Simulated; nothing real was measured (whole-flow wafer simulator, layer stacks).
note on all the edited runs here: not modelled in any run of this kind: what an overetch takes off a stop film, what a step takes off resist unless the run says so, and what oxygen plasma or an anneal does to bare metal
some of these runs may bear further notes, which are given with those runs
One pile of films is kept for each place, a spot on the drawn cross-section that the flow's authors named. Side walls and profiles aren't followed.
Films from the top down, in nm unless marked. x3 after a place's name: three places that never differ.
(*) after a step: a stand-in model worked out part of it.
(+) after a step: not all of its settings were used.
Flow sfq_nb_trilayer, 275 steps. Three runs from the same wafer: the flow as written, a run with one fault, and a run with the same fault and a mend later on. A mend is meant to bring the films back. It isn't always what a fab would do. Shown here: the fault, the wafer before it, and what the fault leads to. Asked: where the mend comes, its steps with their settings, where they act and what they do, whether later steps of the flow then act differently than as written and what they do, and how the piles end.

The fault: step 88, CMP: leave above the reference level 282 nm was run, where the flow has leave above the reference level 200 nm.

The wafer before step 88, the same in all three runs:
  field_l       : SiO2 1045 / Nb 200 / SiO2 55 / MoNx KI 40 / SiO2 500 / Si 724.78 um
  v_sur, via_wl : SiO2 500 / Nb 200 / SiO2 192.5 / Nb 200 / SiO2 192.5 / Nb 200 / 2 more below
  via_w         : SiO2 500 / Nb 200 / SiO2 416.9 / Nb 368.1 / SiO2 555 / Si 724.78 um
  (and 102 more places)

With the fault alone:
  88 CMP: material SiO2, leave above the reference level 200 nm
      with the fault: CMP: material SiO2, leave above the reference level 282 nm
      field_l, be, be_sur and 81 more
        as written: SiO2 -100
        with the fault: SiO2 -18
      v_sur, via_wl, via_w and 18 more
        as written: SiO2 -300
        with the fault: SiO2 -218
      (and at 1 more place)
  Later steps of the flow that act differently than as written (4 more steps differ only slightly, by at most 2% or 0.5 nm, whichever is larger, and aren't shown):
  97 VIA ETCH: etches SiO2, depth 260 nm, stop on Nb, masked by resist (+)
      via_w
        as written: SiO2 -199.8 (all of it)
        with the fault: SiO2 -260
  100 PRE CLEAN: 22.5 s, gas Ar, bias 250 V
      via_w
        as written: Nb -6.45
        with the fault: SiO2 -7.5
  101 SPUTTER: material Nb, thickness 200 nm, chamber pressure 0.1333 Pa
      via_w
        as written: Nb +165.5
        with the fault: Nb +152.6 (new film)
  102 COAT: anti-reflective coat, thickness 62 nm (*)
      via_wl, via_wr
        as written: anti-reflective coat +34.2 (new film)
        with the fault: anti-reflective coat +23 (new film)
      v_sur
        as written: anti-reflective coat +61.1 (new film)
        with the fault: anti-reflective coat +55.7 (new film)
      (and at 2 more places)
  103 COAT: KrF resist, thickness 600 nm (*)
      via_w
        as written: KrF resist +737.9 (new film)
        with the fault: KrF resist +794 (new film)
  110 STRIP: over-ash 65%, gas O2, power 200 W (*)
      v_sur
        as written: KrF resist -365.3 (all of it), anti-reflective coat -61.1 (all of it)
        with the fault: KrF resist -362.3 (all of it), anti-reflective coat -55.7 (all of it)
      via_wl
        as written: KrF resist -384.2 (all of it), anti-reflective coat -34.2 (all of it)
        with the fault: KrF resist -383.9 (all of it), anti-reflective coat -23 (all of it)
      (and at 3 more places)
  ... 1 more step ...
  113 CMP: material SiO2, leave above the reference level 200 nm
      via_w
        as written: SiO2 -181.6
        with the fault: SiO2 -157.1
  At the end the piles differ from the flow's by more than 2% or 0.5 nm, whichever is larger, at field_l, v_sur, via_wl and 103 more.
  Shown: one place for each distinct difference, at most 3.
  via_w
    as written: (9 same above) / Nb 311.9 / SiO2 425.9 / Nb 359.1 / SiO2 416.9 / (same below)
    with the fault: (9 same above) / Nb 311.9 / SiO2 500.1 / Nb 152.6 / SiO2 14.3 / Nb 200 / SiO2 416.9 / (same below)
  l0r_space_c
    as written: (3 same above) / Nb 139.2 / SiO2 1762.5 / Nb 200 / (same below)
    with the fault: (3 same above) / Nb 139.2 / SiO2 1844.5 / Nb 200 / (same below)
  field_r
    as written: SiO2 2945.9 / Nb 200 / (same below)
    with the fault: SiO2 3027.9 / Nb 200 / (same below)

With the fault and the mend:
  The mend comes after step 95.
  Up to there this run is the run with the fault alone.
  95a STRIP: over-ash 65%, gas O2, power 200 W (*)
      field_l, v_sur, via_wl and 102 more
        KrF resist -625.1 (all of it), anti-reflective coat -62 (all of it)
      via_w
        anti-reflective coat -62 (all of it)
  95b CMP: material SiO2, leave above the reference level 200 nm (the flow's step 88 once more)
      field_l, v_sur, via_wl and 103 more
        SiO2 -82
  95c COAT: anti-reflective coat, thickness 62 nm (the flow's step 90 once more)
      field_l, v_sur, via_wl and 103 more
        anti-reflective coat +62 (new film)
  95d COAT: KrF resist, thickness 650 nm (the flow's step 91 once more)
      field_l, v_sur, via_wl and 103 more
        KrF resist +650 (new film)
  95e SOFTBAKE: KrF resist (the flow's step 92 once more)
      changes no film at any place that is followed
  95f EXPOSE: photomask I2, dose 11.91 mJ/cm2, NA 0.6, wavelength 248 nm (*) (the flow's step 93 once more)
      changes no film at any place that is followed
  95g PEB: KrF resist, 90 s (the flow's step 94 once more)
      field_l, v_sur, via_wl and 103 more
        KrF resist -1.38
  95h DEVELOP: KrF resist, thickness 650 nm, 60 s (the flow's step 95 once more)
      field_l, v_sur, via_wl and 102 more
        KrF resist -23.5
      via_w
        KrF resist -648.6 (all of it)
  No later step of the flow acts differently than as written at any place that is followed.
  At the end the piles are the same as the flow's at every place that both follow.
